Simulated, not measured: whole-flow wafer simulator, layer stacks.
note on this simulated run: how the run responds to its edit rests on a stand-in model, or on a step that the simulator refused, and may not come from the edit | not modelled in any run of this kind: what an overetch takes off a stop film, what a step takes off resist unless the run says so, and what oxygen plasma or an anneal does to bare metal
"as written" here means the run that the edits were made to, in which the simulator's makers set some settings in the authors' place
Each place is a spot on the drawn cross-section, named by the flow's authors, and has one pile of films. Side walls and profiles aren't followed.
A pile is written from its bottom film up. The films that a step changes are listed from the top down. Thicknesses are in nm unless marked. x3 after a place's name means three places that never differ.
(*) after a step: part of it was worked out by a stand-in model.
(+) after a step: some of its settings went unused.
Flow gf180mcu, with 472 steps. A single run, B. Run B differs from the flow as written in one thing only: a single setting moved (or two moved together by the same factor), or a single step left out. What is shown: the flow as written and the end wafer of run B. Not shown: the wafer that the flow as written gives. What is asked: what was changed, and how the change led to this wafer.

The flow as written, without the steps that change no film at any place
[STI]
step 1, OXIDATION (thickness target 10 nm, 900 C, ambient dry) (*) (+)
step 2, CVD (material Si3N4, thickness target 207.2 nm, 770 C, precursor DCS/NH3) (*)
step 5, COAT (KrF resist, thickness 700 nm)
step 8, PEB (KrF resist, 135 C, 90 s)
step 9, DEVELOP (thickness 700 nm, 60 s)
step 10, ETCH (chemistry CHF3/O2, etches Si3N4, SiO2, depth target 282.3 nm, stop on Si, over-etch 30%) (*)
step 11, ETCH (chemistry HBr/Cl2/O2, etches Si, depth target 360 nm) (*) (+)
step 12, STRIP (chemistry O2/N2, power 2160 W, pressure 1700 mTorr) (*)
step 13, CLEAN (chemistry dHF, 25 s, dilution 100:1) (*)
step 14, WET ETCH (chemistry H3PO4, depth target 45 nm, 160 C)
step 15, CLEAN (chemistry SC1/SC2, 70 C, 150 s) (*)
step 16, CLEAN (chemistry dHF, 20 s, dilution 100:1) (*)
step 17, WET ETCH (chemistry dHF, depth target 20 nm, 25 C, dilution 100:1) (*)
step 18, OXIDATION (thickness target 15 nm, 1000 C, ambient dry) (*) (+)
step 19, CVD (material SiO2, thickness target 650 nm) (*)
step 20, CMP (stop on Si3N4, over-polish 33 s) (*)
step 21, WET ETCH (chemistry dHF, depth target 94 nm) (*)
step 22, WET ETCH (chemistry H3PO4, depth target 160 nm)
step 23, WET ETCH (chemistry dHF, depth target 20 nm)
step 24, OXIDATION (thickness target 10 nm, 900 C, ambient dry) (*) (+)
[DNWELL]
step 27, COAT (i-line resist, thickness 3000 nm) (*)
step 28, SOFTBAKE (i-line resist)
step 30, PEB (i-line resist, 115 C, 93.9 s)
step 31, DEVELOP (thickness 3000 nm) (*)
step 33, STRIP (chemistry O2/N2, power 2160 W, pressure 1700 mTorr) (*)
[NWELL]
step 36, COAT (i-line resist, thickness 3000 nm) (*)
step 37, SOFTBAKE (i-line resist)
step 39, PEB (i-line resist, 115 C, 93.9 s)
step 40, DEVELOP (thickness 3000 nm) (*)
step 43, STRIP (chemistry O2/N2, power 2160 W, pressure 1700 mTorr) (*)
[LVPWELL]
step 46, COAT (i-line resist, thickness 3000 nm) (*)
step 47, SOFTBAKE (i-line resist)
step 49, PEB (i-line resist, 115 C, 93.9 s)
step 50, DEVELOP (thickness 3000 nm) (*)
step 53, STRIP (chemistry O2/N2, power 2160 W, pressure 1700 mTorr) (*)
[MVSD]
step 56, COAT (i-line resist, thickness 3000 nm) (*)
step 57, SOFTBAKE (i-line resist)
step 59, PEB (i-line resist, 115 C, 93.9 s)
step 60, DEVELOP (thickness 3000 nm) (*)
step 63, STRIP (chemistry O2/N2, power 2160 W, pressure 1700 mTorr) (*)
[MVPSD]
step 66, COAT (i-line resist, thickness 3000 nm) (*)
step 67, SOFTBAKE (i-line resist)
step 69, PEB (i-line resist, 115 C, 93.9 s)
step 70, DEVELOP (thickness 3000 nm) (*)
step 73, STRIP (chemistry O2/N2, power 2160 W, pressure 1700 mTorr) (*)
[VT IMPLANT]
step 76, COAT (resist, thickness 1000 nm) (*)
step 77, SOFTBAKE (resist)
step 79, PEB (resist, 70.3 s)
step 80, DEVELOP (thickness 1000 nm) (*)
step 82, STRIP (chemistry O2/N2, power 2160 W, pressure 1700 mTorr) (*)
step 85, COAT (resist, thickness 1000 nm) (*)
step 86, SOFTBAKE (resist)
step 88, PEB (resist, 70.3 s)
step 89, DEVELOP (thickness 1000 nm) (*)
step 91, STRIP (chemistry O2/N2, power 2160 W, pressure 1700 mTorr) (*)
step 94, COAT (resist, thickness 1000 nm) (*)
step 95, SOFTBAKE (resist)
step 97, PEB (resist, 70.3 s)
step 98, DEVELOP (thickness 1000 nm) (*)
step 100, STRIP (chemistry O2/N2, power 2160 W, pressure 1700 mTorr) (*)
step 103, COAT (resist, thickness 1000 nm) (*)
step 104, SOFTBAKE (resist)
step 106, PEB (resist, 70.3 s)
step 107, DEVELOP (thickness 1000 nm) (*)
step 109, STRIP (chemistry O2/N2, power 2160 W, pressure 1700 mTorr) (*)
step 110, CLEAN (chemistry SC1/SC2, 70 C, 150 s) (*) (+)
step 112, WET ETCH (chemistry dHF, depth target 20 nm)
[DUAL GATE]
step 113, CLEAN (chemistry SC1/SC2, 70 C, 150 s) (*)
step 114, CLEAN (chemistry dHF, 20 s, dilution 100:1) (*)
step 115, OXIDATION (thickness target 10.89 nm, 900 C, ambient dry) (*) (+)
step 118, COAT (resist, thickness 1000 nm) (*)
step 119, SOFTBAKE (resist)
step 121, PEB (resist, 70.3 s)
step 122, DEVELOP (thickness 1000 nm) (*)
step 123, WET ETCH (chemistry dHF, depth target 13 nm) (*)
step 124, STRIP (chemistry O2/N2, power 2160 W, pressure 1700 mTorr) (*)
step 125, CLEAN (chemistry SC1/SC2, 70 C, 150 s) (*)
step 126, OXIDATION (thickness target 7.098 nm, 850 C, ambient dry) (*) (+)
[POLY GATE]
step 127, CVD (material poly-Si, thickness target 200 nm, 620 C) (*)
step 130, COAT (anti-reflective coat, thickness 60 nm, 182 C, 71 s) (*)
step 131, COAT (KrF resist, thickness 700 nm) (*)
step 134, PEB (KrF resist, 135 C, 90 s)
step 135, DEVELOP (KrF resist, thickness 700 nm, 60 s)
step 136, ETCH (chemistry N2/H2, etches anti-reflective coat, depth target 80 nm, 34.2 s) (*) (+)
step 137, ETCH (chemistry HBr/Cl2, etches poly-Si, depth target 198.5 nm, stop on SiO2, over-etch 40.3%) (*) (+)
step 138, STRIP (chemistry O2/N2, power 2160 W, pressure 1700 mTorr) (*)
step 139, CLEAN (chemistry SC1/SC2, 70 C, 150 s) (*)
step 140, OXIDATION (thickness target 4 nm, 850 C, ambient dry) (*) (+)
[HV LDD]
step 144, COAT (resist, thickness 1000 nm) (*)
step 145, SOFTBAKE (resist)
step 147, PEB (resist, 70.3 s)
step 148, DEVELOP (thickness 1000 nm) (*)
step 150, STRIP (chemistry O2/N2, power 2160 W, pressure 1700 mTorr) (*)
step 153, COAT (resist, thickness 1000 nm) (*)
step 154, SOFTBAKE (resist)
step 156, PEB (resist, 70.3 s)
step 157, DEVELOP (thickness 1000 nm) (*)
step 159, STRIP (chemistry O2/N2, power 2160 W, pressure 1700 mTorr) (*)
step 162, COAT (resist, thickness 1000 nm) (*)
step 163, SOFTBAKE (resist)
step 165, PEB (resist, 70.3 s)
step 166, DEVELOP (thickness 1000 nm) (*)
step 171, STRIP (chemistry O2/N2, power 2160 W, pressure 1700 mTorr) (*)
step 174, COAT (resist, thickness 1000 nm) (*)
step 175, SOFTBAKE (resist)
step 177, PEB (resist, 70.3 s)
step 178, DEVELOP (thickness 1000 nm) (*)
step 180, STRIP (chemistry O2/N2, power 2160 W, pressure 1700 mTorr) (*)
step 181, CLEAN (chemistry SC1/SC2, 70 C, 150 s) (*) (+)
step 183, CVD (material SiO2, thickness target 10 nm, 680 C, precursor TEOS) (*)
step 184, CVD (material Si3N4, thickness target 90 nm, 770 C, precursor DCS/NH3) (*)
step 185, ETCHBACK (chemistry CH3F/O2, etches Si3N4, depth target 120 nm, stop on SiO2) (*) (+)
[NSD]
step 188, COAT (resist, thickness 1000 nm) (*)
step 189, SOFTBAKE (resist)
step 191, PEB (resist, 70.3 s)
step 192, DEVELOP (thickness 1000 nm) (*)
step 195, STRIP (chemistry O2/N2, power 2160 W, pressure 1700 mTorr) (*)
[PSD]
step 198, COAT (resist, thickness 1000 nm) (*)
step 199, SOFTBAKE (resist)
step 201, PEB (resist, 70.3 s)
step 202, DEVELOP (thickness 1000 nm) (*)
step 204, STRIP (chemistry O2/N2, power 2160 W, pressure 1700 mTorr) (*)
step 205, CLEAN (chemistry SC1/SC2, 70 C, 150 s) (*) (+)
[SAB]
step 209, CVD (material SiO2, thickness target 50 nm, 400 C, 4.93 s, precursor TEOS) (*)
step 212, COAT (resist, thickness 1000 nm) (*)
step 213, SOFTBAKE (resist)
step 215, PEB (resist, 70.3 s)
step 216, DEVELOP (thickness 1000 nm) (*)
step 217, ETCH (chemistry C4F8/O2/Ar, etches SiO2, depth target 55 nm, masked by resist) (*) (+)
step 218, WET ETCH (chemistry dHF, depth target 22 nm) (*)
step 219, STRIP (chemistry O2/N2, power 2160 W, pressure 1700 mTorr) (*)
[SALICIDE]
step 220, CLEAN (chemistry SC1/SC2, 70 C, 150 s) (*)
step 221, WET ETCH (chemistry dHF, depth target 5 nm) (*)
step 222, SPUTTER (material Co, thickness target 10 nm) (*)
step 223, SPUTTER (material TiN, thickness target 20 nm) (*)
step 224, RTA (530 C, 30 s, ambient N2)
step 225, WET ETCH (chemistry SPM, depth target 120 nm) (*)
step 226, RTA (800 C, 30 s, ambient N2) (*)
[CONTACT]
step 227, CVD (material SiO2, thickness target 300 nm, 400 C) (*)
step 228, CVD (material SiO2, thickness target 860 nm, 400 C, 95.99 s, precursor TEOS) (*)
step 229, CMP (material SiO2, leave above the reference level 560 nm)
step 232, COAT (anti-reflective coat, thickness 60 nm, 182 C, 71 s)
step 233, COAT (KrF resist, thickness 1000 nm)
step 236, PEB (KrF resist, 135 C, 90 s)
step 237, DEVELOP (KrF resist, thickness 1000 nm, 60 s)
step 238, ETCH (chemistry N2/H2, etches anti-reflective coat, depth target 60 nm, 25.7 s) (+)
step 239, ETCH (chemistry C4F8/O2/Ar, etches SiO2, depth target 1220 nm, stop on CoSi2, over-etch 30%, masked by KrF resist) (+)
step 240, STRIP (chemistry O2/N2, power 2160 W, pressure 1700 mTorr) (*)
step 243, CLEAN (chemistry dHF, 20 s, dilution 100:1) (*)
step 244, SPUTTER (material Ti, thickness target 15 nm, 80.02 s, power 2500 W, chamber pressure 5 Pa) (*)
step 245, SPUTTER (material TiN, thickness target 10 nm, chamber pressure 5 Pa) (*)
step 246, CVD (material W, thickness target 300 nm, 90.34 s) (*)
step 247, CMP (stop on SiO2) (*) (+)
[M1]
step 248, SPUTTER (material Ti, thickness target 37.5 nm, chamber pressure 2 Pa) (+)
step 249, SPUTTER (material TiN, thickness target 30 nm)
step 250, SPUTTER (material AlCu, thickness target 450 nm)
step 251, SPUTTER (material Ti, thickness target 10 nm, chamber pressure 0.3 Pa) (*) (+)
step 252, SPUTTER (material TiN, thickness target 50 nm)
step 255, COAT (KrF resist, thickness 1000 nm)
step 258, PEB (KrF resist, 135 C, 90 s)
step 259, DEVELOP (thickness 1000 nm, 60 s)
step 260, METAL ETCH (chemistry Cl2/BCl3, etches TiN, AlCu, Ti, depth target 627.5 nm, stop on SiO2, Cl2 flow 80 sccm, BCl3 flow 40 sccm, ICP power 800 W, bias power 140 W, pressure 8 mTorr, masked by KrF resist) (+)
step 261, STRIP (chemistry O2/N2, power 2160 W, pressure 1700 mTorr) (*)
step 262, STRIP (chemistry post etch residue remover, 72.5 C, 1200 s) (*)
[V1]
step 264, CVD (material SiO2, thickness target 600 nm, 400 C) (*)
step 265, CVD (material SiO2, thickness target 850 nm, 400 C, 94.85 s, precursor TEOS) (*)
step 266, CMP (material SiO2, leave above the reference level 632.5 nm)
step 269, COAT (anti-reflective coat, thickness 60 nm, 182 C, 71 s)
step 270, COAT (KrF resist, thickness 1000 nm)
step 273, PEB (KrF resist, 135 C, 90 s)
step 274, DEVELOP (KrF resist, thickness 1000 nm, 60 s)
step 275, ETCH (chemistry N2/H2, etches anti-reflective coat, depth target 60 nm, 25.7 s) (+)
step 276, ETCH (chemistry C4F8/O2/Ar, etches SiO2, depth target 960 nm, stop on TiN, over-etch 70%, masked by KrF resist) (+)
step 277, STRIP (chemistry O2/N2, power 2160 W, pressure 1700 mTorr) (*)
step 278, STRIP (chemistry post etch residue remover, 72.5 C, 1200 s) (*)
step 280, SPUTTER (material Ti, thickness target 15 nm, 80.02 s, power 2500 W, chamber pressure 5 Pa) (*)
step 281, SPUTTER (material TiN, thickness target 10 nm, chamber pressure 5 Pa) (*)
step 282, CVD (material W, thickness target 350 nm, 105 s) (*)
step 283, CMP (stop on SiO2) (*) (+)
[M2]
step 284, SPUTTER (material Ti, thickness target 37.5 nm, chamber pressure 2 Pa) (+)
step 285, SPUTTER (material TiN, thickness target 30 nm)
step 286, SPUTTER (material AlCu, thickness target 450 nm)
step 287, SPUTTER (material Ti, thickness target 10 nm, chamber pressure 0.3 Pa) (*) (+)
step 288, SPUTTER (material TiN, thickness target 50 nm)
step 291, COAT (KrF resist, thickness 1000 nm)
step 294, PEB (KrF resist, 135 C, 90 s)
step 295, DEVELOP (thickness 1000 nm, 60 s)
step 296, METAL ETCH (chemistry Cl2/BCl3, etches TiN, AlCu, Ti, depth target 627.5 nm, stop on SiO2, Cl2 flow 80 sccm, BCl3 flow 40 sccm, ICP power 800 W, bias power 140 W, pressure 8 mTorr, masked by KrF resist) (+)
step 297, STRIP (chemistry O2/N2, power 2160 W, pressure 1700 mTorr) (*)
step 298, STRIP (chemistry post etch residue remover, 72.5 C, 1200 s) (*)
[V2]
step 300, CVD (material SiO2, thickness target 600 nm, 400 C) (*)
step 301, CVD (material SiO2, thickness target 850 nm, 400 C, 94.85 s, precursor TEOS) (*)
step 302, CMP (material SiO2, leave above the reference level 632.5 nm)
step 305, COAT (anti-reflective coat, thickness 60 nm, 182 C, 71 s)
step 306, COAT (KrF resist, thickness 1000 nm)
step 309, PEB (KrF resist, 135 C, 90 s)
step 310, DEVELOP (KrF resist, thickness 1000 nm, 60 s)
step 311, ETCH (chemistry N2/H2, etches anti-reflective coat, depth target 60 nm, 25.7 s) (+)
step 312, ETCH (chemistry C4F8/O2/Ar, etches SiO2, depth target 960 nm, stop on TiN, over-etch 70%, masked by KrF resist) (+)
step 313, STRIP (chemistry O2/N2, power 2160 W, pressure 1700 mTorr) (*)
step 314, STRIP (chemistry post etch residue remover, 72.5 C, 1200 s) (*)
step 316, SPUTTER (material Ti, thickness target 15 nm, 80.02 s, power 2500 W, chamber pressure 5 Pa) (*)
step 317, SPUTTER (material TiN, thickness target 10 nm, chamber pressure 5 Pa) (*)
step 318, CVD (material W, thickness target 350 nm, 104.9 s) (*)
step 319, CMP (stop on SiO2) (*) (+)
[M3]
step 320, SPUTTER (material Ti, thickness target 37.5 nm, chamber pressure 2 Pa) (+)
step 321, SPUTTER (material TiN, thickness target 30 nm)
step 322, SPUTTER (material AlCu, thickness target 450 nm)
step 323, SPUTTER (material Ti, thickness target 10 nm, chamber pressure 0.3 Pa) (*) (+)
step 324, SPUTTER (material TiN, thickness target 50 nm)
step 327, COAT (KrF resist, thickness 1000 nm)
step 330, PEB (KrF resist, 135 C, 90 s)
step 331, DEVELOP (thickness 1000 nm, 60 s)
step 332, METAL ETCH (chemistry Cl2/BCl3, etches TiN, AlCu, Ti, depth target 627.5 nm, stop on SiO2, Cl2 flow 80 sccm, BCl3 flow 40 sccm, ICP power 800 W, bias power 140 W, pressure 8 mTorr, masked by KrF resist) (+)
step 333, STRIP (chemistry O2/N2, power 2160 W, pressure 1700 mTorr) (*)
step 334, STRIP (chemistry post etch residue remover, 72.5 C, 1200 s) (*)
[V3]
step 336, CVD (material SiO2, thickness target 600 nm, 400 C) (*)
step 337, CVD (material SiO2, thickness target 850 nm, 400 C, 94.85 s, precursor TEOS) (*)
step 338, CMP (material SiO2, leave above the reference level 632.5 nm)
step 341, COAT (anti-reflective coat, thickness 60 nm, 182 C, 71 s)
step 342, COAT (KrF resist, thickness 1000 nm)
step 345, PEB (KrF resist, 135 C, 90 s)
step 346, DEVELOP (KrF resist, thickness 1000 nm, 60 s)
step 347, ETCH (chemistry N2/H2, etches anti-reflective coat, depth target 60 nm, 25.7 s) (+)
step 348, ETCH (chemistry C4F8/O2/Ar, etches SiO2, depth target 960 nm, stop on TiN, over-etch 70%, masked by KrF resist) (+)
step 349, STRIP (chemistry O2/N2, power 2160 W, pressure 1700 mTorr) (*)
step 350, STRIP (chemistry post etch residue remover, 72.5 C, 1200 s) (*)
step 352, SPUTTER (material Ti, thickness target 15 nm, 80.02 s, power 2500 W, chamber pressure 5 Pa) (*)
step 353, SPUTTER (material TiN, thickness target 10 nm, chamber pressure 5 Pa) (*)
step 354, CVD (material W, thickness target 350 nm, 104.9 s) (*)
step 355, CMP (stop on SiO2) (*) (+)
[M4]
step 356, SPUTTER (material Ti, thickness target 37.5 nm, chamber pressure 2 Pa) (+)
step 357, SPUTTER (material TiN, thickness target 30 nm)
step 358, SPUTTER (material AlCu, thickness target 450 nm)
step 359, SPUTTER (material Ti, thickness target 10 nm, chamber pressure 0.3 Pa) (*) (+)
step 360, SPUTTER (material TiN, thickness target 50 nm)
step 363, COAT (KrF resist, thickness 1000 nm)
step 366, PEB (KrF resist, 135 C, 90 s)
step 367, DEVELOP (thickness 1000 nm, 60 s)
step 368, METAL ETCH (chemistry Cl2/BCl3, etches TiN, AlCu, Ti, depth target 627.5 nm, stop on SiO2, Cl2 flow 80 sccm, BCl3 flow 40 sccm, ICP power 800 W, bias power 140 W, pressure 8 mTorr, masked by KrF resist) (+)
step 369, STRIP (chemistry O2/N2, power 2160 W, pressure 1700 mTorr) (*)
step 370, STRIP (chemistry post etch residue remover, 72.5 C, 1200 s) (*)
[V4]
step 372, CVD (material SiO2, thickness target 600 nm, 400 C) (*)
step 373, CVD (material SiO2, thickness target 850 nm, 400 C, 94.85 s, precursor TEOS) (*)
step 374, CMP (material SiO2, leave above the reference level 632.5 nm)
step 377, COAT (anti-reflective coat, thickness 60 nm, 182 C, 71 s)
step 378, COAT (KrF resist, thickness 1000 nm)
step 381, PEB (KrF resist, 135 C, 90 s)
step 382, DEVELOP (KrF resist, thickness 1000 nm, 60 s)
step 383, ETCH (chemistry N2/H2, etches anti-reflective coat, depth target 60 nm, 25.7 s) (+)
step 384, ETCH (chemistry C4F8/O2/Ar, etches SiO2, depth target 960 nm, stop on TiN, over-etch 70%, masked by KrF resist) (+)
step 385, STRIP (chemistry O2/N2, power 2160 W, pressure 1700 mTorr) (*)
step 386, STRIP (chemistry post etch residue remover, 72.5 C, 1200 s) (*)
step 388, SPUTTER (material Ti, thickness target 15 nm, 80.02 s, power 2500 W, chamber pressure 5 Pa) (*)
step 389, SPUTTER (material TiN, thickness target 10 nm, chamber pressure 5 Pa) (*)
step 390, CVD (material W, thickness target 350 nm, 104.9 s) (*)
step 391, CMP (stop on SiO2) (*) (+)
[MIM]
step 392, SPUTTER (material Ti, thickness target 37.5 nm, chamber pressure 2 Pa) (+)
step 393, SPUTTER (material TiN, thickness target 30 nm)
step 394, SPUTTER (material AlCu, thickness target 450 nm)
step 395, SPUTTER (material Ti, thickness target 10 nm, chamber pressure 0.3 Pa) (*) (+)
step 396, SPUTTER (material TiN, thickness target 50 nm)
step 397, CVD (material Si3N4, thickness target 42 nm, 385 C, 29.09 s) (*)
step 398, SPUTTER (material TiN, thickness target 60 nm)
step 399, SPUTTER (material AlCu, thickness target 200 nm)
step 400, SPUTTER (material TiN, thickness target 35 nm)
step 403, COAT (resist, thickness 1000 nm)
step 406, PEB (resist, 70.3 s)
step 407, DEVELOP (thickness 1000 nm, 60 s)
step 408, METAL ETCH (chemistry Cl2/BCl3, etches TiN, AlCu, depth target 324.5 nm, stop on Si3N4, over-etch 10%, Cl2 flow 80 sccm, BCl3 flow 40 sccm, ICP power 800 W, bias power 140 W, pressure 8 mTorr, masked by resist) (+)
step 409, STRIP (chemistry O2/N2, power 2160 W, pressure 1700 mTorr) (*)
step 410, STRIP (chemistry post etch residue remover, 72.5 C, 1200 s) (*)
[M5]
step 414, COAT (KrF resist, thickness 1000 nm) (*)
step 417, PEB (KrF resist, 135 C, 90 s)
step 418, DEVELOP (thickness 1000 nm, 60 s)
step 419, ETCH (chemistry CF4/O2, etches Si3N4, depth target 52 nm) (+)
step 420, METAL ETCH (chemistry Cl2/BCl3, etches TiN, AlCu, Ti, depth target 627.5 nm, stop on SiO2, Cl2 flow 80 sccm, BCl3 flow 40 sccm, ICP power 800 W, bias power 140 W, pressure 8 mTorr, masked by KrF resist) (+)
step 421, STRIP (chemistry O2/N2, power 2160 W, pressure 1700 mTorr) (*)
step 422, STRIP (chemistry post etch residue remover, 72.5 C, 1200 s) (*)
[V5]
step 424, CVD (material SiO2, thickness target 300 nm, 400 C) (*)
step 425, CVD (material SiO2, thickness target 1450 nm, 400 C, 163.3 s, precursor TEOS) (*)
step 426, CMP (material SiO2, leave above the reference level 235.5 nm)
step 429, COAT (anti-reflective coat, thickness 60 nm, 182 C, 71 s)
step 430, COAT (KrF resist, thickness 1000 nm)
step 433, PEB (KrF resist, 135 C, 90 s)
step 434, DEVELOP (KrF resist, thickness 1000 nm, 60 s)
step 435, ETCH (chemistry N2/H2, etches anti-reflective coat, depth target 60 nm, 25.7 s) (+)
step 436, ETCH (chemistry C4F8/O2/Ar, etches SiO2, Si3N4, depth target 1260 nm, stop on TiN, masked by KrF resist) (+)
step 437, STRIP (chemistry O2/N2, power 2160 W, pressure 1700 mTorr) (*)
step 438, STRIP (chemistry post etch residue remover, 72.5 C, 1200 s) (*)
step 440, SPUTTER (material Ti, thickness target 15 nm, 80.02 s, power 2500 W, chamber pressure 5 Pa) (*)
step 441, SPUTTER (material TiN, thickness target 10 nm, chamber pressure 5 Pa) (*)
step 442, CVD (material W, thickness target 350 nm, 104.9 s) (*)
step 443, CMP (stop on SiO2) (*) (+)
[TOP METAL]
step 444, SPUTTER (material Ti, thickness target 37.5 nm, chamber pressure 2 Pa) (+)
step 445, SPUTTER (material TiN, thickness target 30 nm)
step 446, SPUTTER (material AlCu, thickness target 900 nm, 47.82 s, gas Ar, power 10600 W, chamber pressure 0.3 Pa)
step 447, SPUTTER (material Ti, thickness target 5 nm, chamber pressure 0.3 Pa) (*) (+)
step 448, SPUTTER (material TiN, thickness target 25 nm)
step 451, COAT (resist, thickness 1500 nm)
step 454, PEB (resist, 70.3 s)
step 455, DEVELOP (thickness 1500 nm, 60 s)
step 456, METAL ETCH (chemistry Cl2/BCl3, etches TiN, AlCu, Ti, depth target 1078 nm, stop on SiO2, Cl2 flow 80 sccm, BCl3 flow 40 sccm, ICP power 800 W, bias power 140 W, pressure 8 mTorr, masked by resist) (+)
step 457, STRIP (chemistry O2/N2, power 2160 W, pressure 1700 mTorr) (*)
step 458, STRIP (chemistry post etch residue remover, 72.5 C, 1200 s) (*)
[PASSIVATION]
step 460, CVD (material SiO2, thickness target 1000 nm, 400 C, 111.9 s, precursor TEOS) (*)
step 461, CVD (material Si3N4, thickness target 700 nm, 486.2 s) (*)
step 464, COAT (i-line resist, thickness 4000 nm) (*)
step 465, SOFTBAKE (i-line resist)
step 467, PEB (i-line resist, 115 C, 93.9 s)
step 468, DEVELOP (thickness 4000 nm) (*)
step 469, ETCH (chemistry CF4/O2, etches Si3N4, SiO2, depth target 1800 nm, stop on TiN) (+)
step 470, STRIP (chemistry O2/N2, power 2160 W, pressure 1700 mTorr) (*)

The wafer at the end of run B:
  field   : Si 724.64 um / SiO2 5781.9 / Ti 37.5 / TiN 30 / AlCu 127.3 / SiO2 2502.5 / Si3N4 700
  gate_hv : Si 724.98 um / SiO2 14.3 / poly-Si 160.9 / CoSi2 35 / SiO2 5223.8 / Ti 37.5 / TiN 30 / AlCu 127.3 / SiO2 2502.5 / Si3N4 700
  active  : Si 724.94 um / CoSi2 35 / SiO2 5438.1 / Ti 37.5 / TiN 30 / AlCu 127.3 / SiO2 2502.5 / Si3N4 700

Cause: step 394, SPUTTER: thickness target 702 nm was run, while the flow as written has thickness target 450 nm.

Step by step, how the change led to this:
  step 394, SPUTTER (material AlCu, thickness target 450 nm)
      field, field__w1, field__w2 and 108 more: AlCu gains 702 (new film) (as written it would have been: AlCu gains 450 (new film))
  step 420, METAL ETCH (chemistry Cl2/BCl3, etches TiN, AlCu, Ti, depth target 627.5 nm, stop on SiO2, Cl2 flow 80 sccm, BCl3 flow 40 sccm, ICP power 800 W, bias power 140 W, pressure 8 mTorr, masked by KrF resist) (+)
      field, field__w1, field__w2 and 101 more: TiN loses 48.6 (all of it), Ti loses 10 (all of it), AlCu loses 568.9 (as written it would have been: TiN loses 48.6 (all of it), Ti loses 10 (all of it), AlCu loses 450 (all of it), TiN loses 30 (all of it), Ti loses 37.5 (all of it))
  step 422, STRIP (chemistry post etch residue remover, 72.5 C, 1200 s) (*)
      field, field__w1, field__w2 and 101 more: AlCu loses 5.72 (as written it would have been: nothing)
  step 424, CVD (material SiO2, thickness target 300 nm, 400 C) (*)
      field, field__w1, field__w2 and 101 more: SiO2 gains 300 (new film) (as written it would have been: SiO2 gains 300)
  step 426, CMP (material SiO2, leave above the reference level 235.5 nm)
      field, field__w1, field__w5 and 92 more: SiO2 loses 243.7 (as written it would have been: SiO2 loses 300.8)
      field__w2, field__w3, field__w12 and 6 more: SiO2 loses 212.9 (as written it would have been: SiO2 loses 272.7)
Taking metal films that touch as one body, field has 1 body; the flow as written gives 0 bodies.
Taking metal films that touch as one body, gate_hv has 2 bodies (between them, from the top down: SiO2 5223.8); the flow as written gives 1 body.
Taking metal films that touch as one body, active has 2 bodies (between them, from the top down: SiO2 5438.1); the flow as written gives 1 body.
